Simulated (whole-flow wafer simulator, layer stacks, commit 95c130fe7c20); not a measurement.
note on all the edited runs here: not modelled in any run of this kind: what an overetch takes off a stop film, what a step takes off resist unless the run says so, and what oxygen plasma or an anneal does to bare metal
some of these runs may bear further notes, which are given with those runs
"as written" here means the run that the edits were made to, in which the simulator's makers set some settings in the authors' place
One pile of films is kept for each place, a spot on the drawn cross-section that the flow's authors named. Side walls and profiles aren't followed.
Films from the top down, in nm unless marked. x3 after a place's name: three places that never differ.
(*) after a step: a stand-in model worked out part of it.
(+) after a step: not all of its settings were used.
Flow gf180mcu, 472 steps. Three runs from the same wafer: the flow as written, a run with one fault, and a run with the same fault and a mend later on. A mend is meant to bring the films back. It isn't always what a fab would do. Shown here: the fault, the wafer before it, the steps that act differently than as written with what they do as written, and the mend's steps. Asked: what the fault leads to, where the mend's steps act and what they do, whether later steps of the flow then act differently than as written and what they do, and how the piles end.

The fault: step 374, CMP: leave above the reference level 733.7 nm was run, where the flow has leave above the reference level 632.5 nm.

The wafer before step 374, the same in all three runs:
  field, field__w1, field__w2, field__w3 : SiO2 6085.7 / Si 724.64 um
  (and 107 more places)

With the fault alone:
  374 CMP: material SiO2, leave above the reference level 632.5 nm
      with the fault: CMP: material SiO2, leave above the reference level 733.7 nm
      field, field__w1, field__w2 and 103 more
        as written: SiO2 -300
        with the fault: SiO2 -198.8
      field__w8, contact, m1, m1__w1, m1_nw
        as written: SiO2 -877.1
        with the fault: SiO2 -775.9
  Later steps of the flow that act differently than as written (1 more step differs only slightly, by at most 2% or 0.5 nm, whichever is larger, and isn't shown):
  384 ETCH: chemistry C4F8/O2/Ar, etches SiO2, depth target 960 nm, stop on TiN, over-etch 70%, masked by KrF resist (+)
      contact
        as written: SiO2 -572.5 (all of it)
        with the fault: SiO2 -673.7 (all of it)
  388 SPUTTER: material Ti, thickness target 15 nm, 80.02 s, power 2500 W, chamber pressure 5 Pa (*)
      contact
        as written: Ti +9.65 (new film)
        with the fault: Ti +9.1 (new film)
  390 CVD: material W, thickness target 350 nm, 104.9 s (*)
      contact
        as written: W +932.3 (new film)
        with the fault: W +1034.4 (new film)
  At the end the piles differ from the flow's by more than 2% or 0.5 nm, whichever is larger, at field__w8, contact, m1, m1__w1, m1_nw.
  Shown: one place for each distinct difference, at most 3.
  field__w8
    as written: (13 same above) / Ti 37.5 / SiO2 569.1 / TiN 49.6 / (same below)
    with the fault: (13 same above) / Ti 37.5 / SiO2 670.3 / TiN 49.6 / (same below)
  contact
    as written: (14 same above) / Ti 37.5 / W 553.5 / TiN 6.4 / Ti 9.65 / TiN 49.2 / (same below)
    with the fault: (14 same above) / Ti 37.5 / W 655.6 / TiN 6.04 / Ti 9.1 / TiN 49.2 / (same below)

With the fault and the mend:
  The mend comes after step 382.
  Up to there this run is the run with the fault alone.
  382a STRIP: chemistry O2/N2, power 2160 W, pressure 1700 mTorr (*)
      field, field__w1, field__w2 and 107 more
        KrF resist -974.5 (all of it), anti-reflective coat -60 (all of it)
      contact
        anti-reflective coat -60 (all of it)
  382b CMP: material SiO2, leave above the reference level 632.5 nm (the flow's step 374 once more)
      field, field__w1, field__w2 and 108 more
        SiO2 -101.2
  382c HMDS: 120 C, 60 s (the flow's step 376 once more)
      changes no film at any place that is followed
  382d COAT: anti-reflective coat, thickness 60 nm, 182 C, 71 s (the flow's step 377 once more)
      field, field__w1, field__w2 and 108 more
        anti-reflective coat +60 (new film)
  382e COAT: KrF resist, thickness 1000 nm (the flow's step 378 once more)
      field, field__w1, field__w2 and 108 more
        KrF resist +1000 (new film)
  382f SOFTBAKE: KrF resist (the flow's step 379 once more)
      changes no film at any place that is followed
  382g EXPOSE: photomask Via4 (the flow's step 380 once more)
      changes no film at any place that is followed
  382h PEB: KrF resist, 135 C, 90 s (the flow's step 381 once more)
      field, field__w1, field__w2 and 108 more
        KrF resist -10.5
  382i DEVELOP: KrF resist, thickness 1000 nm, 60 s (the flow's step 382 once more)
      field, field__w1, field__w2 and 107 more
        KrF resist -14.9
      contact
        KrF resist -989.5 (all of it)
  No later step of the flow acts differently than as written at any place that is followed.
  At the end the piles are the same as the flow's at every place that both follow.
